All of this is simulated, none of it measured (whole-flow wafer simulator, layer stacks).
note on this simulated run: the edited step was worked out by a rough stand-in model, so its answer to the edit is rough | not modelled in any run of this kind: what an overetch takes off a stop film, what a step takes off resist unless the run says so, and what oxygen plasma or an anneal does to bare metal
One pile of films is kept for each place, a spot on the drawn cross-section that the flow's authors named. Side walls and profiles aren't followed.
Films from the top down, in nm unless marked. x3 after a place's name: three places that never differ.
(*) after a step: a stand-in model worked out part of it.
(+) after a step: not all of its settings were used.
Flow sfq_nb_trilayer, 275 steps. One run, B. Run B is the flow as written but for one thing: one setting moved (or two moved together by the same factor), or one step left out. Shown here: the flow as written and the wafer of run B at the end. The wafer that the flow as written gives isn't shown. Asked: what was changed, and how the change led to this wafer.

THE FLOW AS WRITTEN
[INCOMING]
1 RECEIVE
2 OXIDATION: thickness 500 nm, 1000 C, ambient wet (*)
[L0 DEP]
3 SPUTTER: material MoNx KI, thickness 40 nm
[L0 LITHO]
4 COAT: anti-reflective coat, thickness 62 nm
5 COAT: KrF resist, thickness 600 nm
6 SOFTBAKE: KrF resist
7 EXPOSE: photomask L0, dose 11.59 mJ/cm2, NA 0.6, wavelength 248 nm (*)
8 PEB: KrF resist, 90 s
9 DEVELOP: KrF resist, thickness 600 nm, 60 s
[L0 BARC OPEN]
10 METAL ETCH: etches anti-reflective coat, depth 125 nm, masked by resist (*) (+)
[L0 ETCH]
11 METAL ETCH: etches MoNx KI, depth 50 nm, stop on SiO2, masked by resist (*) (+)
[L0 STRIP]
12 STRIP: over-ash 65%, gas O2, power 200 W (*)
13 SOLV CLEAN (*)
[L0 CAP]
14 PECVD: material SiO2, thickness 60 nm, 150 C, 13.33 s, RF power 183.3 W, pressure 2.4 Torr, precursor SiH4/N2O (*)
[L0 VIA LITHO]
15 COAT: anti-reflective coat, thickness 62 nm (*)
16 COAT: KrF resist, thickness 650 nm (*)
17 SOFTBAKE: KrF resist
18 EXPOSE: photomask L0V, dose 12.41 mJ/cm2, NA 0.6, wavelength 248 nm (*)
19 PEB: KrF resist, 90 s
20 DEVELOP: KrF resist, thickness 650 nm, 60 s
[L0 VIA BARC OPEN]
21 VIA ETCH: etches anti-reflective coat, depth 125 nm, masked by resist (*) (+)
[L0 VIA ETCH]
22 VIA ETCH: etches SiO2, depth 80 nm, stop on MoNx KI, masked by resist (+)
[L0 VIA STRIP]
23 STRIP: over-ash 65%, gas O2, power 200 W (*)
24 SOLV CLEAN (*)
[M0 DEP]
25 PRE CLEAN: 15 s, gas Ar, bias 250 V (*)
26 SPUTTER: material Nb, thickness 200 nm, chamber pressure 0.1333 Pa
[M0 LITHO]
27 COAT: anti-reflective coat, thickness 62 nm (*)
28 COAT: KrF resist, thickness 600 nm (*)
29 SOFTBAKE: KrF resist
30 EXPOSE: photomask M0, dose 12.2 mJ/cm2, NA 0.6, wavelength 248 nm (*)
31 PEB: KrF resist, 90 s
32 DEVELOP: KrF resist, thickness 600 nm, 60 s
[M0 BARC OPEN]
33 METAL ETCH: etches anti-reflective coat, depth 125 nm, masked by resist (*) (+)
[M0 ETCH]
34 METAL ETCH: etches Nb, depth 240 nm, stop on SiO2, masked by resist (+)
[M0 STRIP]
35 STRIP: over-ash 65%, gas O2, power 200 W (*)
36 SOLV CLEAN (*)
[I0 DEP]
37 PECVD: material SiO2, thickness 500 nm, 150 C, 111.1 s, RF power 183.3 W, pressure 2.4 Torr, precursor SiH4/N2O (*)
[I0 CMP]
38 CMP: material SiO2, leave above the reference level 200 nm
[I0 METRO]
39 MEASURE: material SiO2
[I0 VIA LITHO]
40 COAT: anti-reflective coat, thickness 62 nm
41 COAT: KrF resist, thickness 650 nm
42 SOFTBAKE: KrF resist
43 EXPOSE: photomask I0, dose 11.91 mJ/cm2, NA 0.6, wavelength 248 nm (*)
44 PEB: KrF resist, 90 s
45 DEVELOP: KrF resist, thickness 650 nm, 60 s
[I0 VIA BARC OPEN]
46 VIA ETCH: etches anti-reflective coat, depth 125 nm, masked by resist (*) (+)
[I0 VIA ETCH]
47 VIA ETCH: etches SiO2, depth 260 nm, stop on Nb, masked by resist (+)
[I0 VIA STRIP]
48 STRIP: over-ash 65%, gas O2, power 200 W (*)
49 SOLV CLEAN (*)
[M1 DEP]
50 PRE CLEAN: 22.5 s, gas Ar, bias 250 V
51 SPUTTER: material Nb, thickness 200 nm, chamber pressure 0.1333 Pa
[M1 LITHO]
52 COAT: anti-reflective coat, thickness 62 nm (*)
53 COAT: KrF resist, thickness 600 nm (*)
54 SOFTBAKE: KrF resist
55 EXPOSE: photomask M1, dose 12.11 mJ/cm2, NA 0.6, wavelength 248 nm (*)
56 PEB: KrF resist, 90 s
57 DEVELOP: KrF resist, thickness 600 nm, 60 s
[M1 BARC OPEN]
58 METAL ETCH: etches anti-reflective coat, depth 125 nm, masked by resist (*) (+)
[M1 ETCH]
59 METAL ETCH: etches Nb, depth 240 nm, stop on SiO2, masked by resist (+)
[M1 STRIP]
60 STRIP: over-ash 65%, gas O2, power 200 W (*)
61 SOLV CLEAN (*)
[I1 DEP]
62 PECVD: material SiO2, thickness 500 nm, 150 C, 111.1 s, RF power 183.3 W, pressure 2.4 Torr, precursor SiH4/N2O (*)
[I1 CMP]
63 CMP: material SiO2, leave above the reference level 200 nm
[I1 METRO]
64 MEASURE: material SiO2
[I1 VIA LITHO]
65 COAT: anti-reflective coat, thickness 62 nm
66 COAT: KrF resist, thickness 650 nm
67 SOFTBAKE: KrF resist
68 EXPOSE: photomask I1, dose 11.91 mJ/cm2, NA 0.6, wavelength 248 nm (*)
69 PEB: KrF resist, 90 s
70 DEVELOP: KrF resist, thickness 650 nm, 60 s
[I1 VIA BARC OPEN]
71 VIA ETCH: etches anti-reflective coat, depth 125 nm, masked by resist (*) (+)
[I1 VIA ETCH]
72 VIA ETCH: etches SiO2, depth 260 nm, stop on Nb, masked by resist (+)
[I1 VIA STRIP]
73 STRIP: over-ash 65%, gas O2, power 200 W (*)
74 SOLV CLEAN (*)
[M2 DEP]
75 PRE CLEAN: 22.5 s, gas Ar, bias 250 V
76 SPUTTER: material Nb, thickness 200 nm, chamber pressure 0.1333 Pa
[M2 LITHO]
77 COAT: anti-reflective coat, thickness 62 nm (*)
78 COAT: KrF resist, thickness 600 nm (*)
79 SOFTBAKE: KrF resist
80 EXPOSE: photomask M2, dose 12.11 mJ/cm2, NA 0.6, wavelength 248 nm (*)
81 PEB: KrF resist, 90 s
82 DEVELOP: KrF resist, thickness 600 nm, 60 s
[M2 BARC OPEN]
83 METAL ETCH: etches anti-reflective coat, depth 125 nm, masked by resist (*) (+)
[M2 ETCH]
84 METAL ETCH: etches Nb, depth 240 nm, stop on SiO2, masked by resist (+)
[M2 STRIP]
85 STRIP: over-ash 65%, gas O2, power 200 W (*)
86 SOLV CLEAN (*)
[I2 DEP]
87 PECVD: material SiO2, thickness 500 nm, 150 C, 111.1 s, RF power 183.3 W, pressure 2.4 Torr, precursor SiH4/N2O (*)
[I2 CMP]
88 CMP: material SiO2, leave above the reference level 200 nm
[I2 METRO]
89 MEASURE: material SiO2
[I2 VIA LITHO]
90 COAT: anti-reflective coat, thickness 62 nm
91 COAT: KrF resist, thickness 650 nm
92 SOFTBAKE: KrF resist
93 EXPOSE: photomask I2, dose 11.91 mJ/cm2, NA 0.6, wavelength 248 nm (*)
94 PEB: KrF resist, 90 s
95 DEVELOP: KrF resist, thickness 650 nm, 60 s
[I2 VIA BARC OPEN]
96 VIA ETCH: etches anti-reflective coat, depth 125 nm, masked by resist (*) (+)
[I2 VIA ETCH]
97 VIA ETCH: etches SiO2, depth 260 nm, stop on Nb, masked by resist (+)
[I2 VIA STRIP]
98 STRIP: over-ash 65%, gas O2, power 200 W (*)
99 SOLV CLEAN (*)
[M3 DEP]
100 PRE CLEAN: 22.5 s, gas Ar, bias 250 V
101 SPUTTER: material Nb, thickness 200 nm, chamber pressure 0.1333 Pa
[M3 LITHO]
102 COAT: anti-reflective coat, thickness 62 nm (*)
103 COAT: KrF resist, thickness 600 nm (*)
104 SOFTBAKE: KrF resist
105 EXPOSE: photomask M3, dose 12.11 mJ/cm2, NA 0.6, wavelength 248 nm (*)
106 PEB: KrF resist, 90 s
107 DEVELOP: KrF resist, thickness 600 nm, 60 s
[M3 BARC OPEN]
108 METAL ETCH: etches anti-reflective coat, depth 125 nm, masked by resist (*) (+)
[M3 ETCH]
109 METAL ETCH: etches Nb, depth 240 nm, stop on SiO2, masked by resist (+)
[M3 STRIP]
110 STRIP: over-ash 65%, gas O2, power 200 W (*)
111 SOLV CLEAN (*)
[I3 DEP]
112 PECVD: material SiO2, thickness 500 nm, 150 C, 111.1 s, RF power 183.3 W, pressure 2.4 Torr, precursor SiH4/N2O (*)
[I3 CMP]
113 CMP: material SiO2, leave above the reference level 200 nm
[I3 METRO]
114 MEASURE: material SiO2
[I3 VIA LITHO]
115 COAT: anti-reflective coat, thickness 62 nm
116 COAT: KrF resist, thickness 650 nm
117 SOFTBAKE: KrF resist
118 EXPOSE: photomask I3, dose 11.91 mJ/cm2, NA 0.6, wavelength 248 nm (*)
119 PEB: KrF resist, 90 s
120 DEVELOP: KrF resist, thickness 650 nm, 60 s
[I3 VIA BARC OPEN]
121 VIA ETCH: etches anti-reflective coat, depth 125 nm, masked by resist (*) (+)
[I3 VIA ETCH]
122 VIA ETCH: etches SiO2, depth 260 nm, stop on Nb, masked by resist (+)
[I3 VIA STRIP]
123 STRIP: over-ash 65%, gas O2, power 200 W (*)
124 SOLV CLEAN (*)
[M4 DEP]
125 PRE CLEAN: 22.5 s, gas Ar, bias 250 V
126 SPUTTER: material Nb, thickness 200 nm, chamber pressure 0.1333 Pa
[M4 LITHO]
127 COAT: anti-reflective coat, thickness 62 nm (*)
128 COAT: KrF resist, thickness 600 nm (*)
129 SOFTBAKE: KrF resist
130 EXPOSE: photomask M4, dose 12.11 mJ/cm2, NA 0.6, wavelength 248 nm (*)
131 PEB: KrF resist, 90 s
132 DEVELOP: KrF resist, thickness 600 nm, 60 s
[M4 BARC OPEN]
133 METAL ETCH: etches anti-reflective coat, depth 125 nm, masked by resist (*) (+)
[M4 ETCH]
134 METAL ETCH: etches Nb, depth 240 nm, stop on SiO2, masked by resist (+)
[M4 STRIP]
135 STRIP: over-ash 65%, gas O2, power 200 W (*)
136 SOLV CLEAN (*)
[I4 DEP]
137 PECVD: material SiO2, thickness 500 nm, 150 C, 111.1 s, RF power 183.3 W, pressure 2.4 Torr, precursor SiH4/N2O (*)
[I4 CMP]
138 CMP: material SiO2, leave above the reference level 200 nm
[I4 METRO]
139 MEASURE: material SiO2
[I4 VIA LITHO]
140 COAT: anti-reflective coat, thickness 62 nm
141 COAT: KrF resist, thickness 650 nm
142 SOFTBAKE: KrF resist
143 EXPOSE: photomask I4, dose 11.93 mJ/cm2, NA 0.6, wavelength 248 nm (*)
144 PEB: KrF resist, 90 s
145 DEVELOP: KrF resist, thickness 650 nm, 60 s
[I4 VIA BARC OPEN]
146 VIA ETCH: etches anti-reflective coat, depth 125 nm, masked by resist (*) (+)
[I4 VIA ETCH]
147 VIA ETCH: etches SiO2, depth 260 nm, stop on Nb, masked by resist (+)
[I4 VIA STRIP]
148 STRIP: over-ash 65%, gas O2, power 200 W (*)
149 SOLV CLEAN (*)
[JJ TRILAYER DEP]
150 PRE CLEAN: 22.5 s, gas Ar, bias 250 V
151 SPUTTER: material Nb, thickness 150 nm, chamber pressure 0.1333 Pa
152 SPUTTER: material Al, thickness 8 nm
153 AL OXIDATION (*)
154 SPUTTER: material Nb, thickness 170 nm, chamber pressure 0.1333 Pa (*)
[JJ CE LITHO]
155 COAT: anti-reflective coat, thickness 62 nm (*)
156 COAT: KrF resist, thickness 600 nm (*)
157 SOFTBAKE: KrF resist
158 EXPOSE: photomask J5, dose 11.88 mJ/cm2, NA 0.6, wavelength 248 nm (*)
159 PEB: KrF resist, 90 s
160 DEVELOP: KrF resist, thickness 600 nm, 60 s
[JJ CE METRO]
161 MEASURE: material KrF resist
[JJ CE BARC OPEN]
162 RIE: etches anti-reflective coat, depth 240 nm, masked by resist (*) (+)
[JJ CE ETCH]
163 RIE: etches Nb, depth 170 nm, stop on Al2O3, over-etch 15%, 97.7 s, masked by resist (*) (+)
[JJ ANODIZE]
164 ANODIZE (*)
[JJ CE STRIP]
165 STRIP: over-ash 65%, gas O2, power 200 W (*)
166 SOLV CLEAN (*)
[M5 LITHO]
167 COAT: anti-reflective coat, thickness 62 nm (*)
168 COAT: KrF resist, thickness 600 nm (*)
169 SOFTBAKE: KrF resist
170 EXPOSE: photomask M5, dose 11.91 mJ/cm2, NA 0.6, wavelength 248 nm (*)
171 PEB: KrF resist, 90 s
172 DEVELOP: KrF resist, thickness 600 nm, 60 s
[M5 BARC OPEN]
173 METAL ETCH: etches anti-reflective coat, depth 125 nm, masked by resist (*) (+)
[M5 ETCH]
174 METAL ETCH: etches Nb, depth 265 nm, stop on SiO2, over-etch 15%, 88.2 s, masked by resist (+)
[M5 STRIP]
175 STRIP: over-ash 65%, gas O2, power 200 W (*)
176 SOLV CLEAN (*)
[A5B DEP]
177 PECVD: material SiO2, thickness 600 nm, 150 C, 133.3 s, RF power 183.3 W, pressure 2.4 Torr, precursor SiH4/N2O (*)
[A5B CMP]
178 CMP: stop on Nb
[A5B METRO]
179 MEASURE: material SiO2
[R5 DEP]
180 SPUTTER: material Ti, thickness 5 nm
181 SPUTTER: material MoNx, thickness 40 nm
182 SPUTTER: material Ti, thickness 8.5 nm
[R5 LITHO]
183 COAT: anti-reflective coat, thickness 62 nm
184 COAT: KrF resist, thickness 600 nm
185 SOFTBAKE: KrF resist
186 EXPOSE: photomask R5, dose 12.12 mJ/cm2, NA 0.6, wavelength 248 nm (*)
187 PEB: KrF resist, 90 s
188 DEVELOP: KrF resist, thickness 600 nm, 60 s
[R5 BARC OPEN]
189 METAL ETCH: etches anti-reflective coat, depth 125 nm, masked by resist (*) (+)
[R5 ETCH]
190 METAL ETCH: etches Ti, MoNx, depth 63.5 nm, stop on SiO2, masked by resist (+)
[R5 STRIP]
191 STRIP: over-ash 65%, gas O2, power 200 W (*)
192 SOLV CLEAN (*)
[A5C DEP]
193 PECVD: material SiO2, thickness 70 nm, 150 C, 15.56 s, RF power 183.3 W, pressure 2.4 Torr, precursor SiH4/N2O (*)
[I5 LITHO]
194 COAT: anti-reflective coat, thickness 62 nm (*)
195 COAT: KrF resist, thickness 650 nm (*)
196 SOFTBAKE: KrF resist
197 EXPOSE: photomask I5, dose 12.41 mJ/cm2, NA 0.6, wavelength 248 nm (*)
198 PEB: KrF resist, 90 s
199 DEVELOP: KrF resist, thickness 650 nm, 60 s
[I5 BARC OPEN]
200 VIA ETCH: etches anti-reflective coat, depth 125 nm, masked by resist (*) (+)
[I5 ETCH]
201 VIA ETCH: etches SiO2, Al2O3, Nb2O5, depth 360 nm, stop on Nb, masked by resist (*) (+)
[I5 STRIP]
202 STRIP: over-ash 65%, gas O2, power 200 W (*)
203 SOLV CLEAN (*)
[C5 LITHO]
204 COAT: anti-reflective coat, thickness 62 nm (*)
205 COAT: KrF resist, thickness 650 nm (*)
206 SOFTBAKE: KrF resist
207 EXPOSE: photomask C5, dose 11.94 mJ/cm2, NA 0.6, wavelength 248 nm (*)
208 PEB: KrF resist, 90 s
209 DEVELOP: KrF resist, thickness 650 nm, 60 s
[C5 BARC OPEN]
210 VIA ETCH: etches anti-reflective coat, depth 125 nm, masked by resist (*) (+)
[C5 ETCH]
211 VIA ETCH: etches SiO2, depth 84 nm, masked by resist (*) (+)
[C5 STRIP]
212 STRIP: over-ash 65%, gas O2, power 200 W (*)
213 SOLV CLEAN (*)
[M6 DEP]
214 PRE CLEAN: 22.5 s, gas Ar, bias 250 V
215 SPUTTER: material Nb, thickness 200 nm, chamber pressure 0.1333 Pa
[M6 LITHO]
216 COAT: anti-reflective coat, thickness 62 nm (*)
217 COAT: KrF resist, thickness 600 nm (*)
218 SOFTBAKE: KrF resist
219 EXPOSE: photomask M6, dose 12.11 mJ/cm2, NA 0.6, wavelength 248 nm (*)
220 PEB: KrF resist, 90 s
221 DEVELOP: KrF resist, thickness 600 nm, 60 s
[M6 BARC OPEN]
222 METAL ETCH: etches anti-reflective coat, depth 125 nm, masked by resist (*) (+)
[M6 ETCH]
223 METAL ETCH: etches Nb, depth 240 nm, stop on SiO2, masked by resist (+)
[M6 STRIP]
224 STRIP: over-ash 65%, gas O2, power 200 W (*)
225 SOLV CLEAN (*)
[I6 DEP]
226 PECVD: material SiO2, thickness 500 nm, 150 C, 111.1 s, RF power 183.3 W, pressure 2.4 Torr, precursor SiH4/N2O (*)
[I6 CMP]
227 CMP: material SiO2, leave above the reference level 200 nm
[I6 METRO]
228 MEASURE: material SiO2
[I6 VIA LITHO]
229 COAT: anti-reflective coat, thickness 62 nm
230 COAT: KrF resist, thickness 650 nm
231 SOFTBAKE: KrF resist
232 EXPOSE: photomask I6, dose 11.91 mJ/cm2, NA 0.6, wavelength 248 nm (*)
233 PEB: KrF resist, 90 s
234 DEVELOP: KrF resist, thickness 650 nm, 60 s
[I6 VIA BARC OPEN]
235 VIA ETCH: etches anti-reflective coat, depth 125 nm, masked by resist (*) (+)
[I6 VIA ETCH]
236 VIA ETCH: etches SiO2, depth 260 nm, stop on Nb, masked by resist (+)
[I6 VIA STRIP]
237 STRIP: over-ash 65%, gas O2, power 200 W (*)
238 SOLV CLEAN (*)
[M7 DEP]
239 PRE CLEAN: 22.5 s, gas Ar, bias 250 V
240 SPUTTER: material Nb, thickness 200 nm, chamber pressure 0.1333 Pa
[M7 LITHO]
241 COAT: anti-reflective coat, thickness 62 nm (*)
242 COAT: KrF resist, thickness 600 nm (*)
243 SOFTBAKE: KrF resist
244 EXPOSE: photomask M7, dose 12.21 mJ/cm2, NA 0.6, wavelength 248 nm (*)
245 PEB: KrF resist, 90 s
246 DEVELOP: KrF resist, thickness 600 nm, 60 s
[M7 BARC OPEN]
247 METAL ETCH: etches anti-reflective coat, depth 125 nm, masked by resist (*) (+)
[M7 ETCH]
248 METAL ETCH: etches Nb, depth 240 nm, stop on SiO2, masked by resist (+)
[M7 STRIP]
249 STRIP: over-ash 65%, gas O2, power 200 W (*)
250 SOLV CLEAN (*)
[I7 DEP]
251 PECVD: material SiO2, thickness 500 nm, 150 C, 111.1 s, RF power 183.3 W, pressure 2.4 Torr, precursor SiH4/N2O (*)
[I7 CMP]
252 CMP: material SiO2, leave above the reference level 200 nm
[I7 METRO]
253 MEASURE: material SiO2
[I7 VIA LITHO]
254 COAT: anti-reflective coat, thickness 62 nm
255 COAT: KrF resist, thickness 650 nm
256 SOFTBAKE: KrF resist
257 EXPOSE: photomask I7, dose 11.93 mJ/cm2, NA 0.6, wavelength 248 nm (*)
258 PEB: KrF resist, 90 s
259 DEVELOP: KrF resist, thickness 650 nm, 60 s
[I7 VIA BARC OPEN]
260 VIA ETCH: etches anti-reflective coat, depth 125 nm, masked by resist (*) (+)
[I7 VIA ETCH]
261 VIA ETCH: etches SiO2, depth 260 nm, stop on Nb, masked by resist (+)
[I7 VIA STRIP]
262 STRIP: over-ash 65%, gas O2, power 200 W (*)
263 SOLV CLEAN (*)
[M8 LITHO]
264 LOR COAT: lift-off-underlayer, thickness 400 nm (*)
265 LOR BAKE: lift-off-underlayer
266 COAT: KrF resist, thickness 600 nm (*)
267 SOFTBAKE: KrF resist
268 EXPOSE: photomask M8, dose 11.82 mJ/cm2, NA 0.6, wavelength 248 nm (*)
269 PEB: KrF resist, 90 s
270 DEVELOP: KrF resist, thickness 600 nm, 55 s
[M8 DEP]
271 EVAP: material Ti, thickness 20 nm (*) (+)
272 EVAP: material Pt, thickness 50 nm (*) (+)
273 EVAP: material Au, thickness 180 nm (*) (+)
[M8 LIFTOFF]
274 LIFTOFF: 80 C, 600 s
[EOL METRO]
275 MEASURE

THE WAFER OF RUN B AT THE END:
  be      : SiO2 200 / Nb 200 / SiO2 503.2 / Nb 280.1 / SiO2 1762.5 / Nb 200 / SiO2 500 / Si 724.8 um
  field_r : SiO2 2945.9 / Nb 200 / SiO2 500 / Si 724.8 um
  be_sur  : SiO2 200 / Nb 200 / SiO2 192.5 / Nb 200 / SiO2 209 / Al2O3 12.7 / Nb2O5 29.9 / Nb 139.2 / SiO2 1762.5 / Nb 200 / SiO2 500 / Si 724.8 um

The cause: step 2, OXIDATION: thickness 445 nm was run, where the flow has thickness 500 nm.

How the change led to this, step by step:
  2 OXIDATION: thickness 500 nm, 1000 C, ambient wet (*)
      field_l, v_sur, via_wl and 103 more: SiO2 +445 (new film), chemical SiO2 -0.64 (all of it), Si -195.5 (as written it would be: SiO2 +500 (new film), chemical SiO2 -0.64 (all of it), Si -219.7)
